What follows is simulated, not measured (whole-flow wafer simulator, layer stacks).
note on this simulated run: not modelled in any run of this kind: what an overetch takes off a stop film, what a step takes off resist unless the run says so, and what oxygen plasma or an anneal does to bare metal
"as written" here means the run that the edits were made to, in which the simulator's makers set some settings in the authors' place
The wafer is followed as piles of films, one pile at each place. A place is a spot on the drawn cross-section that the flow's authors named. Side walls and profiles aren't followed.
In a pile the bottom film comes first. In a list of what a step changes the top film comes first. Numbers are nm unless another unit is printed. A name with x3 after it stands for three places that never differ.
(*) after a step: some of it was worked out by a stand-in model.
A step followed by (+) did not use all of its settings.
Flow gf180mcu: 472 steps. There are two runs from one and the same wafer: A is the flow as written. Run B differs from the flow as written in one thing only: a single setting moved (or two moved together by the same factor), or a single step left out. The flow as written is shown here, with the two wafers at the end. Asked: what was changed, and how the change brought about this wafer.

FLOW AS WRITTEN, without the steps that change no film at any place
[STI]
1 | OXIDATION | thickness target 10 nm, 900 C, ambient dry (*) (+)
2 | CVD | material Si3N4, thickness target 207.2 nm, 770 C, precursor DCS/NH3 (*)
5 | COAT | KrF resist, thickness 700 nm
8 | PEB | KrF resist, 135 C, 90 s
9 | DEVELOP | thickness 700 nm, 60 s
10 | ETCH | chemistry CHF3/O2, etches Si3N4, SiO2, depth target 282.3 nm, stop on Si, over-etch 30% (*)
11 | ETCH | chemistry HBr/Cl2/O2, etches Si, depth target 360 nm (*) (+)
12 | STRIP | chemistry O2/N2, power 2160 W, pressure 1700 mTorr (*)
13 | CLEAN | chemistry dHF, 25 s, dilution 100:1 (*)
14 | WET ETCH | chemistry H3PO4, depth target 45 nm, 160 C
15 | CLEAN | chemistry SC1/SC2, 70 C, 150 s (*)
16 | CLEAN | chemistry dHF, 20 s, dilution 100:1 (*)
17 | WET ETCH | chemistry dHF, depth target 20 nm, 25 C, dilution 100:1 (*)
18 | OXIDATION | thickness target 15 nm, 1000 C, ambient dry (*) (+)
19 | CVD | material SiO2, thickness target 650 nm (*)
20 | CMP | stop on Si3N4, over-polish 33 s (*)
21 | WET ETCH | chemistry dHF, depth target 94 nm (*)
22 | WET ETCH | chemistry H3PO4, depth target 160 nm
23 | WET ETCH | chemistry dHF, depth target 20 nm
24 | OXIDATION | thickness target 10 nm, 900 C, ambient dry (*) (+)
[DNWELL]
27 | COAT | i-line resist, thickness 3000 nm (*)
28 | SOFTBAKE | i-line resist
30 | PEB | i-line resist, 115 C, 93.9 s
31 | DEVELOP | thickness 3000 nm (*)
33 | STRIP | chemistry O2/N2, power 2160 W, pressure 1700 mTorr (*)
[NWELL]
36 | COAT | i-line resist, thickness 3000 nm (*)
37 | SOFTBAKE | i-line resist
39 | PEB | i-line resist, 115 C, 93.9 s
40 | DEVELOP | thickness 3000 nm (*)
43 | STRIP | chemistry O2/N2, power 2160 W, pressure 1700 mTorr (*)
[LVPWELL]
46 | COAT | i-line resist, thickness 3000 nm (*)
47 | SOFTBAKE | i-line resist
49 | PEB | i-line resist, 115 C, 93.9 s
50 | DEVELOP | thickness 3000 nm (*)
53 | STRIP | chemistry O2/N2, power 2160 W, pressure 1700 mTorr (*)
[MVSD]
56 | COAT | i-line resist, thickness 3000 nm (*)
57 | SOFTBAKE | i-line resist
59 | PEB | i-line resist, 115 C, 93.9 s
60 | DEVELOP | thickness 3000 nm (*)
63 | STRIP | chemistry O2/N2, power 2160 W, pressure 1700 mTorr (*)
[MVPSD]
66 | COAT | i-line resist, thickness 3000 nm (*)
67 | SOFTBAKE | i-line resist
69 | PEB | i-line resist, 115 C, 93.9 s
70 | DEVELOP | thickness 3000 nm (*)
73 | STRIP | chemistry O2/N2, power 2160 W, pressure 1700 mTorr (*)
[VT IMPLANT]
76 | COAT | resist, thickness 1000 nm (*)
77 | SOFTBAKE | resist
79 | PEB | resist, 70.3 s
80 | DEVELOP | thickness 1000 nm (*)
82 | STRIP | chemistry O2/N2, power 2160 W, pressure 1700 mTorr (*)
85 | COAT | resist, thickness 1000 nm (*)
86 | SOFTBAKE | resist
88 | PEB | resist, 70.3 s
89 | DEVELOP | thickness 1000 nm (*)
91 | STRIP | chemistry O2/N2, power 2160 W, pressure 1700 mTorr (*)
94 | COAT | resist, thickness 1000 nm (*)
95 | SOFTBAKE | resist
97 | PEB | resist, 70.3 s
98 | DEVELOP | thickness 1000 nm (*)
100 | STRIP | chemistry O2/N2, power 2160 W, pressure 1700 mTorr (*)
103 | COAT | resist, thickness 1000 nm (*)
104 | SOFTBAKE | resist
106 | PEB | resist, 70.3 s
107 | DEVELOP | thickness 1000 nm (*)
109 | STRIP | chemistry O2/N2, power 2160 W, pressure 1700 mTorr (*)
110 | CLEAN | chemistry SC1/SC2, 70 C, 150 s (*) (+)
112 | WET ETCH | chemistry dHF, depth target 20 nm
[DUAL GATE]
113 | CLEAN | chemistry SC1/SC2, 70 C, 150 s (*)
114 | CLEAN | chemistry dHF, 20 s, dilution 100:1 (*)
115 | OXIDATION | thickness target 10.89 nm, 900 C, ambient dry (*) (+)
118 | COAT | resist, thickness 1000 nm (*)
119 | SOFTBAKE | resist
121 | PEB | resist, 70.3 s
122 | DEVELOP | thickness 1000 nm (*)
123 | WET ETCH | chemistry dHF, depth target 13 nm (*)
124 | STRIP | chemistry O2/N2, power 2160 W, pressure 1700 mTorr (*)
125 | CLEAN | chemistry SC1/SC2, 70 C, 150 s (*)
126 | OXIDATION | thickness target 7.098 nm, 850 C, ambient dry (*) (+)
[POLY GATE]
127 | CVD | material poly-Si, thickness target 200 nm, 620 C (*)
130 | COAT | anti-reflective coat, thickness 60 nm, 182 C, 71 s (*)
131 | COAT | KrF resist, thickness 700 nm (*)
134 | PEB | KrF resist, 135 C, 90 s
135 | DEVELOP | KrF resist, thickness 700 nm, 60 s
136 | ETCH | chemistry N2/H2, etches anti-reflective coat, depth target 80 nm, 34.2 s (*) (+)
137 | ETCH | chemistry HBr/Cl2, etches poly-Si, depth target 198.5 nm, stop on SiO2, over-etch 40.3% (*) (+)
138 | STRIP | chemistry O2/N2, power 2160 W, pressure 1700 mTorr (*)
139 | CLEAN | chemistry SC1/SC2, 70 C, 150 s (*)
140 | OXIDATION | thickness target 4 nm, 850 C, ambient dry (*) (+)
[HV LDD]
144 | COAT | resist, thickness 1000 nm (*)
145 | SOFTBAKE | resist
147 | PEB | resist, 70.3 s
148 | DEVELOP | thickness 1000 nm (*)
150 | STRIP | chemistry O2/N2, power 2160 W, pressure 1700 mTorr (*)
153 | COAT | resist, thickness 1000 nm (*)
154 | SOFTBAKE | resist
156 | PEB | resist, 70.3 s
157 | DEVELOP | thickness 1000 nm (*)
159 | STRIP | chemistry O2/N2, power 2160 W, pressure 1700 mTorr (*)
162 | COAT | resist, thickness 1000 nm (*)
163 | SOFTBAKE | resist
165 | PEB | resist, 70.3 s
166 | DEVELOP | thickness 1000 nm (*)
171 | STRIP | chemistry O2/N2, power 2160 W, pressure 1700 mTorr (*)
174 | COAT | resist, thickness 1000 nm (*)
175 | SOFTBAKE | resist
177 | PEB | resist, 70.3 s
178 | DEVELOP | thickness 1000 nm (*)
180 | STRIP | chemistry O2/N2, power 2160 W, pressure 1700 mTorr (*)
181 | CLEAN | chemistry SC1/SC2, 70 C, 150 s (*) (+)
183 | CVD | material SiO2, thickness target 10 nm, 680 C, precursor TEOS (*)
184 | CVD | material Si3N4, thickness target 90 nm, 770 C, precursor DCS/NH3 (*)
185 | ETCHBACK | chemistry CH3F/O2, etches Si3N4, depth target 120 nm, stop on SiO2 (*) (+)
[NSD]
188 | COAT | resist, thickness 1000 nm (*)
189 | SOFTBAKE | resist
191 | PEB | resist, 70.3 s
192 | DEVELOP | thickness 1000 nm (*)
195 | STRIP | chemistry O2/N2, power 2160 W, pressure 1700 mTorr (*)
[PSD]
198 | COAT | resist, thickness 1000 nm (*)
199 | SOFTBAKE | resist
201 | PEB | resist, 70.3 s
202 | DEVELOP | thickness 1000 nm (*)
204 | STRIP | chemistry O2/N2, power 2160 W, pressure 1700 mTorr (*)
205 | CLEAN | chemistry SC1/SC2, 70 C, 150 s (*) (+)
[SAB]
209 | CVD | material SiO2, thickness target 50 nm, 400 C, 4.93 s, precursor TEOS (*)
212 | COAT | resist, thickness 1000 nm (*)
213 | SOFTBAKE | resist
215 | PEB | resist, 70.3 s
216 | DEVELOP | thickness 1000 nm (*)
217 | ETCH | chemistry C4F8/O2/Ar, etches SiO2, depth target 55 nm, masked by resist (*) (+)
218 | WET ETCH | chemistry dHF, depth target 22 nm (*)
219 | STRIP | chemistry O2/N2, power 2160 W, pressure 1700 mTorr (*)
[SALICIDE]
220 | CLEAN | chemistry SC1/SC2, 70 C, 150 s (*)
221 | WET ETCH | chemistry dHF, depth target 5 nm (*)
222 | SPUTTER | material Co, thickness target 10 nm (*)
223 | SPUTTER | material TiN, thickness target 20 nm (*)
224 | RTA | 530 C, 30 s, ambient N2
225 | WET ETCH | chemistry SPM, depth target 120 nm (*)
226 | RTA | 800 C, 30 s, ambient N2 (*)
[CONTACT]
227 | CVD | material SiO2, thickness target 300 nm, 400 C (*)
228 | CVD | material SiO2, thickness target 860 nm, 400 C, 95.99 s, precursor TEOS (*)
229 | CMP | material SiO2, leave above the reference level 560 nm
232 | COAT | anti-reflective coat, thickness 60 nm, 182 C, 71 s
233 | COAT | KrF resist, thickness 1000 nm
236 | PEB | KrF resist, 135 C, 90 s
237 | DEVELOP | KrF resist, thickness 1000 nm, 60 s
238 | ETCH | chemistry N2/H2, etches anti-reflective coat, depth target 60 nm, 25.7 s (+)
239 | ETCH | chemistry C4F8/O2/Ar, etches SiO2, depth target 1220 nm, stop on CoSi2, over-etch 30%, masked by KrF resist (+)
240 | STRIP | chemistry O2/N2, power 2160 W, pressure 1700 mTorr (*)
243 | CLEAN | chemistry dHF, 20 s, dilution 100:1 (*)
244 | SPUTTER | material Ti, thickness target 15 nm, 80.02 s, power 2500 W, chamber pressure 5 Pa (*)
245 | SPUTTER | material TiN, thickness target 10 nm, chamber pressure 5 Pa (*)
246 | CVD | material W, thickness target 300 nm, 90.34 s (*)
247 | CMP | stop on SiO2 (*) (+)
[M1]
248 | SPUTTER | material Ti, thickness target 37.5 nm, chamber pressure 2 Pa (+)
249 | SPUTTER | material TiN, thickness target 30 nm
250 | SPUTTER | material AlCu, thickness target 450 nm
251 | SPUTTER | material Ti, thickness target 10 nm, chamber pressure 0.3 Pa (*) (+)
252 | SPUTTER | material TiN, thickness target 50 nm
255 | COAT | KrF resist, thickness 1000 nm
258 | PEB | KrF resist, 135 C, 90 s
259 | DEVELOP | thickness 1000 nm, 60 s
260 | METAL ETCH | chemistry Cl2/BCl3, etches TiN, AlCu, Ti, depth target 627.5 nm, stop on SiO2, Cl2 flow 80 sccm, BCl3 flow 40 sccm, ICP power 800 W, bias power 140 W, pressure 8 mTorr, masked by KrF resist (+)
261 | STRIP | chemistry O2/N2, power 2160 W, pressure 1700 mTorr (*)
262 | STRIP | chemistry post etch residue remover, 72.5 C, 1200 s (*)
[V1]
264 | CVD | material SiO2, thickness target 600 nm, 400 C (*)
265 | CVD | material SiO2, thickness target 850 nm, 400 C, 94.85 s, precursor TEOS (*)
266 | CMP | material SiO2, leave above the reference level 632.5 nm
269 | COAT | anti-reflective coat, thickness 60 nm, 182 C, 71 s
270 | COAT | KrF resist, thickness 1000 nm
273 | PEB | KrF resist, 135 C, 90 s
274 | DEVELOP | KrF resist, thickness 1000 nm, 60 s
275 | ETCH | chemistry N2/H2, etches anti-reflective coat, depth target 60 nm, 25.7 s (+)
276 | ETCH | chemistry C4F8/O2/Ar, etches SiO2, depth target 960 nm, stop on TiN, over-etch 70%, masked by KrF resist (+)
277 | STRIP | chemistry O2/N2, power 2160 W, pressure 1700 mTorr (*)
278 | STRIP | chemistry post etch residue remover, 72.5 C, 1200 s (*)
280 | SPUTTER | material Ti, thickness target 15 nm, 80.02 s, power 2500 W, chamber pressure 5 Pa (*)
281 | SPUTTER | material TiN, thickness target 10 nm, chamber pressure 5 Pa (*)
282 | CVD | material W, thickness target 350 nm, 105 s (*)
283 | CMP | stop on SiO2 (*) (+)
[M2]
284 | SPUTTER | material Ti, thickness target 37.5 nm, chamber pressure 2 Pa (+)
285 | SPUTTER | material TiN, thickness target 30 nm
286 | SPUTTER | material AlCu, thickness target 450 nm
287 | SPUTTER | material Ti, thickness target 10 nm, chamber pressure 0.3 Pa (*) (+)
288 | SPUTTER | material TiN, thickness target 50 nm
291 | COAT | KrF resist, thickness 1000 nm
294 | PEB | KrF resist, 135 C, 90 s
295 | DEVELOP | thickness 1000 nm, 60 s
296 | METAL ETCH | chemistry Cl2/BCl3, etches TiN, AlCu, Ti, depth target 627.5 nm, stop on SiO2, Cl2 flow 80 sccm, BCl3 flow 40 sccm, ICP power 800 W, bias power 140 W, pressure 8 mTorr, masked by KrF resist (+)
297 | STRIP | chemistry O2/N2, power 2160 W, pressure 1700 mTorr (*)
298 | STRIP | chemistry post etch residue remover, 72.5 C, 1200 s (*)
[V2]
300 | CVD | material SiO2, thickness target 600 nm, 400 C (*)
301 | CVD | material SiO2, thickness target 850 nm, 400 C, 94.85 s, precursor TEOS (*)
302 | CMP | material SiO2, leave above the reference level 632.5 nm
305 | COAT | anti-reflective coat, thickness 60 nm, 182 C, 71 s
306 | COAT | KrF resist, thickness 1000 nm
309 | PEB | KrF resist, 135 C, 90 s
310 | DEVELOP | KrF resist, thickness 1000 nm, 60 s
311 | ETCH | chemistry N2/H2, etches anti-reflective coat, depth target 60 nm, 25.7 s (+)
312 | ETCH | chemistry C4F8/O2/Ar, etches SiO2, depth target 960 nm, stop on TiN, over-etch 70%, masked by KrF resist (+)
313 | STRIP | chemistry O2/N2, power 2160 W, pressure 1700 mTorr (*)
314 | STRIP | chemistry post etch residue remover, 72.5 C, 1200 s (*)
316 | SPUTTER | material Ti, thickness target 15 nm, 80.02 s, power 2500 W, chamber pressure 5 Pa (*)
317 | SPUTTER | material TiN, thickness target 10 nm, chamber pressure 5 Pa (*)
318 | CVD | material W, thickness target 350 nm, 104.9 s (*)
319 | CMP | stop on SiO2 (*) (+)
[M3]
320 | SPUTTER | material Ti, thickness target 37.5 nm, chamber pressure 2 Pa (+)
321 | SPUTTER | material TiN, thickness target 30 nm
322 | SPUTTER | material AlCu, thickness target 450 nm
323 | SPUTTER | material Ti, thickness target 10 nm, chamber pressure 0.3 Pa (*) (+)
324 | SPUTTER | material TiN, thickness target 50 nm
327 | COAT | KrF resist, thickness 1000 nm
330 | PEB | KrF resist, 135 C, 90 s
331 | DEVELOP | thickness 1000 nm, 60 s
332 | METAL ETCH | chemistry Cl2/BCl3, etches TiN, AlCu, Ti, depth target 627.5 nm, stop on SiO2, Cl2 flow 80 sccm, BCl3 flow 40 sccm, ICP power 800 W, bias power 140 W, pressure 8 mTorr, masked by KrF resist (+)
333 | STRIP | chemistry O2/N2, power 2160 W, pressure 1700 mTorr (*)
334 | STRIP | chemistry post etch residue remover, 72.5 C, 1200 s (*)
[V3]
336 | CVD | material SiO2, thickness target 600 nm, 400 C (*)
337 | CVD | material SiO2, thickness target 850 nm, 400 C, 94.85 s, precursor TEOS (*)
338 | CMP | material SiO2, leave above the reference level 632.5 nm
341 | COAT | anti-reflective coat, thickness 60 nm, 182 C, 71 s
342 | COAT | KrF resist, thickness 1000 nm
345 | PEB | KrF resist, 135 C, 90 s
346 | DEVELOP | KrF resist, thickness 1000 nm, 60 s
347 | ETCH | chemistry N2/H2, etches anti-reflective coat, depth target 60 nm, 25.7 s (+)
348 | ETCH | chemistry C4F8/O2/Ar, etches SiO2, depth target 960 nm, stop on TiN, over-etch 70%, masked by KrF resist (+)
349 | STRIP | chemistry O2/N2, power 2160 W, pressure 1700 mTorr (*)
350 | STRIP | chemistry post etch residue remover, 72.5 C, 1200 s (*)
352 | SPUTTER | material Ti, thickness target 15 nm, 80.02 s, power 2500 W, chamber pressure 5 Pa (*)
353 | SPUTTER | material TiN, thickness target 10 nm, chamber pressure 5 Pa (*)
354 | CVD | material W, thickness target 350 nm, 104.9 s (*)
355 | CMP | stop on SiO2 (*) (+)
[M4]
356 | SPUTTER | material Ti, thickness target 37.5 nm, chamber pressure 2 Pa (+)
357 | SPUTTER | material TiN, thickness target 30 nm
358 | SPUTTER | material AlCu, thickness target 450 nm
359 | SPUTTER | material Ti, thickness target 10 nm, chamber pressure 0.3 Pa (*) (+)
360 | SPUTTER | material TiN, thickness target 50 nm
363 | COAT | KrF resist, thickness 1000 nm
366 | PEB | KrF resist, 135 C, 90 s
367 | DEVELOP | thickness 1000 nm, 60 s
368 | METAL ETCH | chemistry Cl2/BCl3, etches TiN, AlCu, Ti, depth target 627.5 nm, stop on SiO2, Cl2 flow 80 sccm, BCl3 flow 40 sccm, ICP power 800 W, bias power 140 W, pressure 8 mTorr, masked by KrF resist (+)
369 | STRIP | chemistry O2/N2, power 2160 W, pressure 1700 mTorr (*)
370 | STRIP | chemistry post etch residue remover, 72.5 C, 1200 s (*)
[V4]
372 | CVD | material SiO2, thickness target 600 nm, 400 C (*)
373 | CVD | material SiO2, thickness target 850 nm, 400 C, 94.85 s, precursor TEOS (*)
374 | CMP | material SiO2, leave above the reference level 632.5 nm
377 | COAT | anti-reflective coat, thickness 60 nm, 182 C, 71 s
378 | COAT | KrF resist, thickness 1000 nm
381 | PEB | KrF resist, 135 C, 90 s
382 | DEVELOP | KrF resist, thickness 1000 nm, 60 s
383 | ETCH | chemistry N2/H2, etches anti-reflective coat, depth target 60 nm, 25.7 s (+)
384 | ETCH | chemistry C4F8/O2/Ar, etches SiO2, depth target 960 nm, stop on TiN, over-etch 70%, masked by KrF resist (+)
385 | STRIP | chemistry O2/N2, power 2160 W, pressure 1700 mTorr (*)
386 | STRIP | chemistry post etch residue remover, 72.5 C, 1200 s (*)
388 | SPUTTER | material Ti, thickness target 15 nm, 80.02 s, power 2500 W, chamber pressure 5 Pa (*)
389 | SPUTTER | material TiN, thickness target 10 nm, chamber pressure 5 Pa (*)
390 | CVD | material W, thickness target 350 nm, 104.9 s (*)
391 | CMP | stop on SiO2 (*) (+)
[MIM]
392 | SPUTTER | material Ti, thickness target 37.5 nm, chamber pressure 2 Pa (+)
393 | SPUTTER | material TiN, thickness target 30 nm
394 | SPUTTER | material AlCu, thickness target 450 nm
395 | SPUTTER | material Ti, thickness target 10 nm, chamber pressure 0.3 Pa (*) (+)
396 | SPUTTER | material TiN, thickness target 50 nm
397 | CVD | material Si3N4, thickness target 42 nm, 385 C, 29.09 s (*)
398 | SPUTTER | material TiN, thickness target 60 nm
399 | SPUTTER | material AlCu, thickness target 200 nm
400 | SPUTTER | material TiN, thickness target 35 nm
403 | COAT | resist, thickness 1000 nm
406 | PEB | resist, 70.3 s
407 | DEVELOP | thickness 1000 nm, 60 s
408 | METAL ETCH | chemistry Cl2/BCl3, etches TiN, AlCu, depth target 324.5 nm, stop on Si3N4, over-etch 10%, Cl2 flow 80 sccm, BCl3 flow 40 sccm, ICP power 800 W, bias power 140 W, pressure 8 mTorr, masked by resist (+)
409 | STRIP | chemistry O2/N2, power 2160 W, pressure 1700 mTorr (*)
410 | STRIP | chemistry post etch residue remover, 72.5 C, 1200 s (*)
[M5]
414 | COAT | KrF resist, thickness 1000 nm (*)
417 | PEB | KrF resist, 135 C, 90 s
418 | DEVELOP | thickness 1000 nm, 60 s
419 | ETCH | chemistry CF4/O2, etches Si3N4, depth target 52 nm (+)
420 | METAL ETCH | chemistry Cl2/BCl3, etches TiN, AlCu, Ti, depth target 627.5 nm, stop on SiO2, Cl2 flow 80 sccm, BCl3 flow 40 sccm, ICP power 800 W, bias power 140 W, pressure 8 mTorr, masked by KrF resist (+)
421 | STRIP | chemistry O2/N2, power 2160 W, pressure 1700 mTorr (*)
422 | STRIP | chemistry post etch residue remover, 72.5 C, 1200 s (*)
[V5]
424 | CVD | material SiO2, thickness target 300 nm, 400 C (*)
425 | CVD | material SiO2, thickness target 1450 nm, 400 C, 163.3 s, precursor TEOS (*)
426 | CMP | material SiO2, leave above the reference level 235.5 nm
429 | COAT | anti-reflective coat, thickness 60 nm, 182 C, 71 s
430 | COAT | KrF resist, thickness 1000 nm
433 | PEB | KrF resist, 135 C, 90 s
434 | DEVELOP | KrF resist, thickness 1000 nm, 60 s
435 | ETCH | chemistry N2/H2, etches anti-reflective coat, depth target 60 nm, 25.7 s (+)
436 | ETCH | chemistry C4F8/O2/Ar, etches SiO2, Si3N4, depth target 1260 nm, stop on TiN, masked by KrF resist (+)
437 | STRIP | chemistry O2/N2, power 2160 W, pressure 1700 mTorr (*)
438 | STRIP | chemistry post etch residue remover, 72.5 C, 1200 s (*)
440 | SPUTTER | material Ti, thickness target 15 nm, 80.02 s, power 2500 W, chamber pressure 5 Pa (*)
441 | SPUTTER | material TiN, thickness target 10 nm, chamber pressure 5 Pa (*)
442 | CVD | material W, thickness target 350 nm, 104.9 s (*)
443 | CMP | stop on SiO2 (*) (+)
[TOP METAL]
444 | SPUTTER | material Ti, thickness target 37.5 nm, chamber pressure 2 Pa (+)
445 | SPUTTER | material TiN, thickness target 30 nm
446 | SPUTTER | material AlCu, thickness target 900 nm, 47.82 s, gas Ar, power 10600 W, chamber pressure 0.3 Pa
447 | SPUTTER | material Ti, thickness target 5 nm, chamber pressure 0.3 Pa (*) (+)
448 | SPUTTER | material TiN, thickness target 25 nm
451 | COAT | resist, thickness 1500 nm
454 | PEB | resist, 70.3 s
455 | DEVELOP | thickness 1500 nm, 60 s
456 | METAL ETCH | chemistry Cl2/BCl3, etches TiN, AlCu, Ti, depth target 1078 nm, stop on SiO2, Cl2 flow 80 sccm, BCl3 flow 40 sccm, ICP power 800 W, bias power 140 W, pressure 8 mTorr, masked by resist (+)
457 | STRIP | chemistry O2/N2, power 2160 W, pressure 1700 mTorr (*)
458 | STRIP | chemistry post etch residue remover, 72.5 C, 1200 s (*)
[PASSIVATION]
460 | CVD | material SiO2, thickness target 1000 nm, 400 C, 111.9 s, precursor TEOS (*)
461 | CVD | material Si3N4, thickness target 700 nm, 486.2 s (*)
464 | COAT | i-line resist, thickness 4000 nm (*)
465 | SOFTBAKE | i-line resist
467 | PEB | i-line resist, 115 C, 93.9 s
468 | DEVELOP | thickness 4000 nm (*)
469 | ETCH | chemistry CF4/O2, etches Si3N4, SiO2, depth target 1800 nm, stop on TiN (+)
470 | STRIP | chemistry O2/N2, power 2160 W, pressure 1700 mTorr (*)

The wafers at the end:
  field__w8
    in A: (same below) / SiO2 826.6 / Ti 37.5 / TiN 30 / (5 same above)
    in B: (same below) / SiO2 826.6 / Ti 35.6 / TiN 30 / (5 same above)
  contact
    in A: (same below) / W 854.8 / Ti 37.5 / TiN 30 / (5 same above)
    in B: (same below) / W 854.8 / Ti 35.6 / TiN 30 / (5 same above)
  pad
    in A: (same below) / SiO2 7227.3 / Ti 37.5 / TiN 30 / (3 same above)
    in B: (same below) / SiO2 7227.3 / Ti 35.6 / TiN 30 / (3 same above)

What caused this: step 444, SPUTTER: thickness target 35.6 nm was run, whereas the flow has thickness target 37.5 nm.
The wafer lets one read it off: field__w8 has Ti 35.6, and step 444 as written asks for 37.5 nm.

The path from the change to this, step by step:
  444 | SPUTTER | material Ti, thickness target 37.5 nm, chamber pressure 2 Pa (+)
      field, field__w1, field__w2 and 109 more: A Ti gains 37.5 (new film) | B Ti gains 35.6 (new film)
  456 | METAL ETCH | chemistry Cl2/BCl3, etches TiN, AlCu, Ti, depth target 1078 nm, stop on SiO2, Cl2 flow 80 sccm, BCl3 flow 40 sccm, ICP power 800 W, bias power 140 W, pressure 8 mTorr, masked by resist (+)
      field, field__w1, field__w2 and 103 more: A TiN loses 25 (all of it), Ti loses 5 (all of it), AlCu loses 900 (all of it), TiN loses 30 (all of it), Ti loses 37.5 (all of it) | B TiN loses 25 (all of it), Ti loses 5 (all of it), AlCu loses 900 (all of it), TiN loses 30 (all of it), Ti loses 35.6 (all of it)
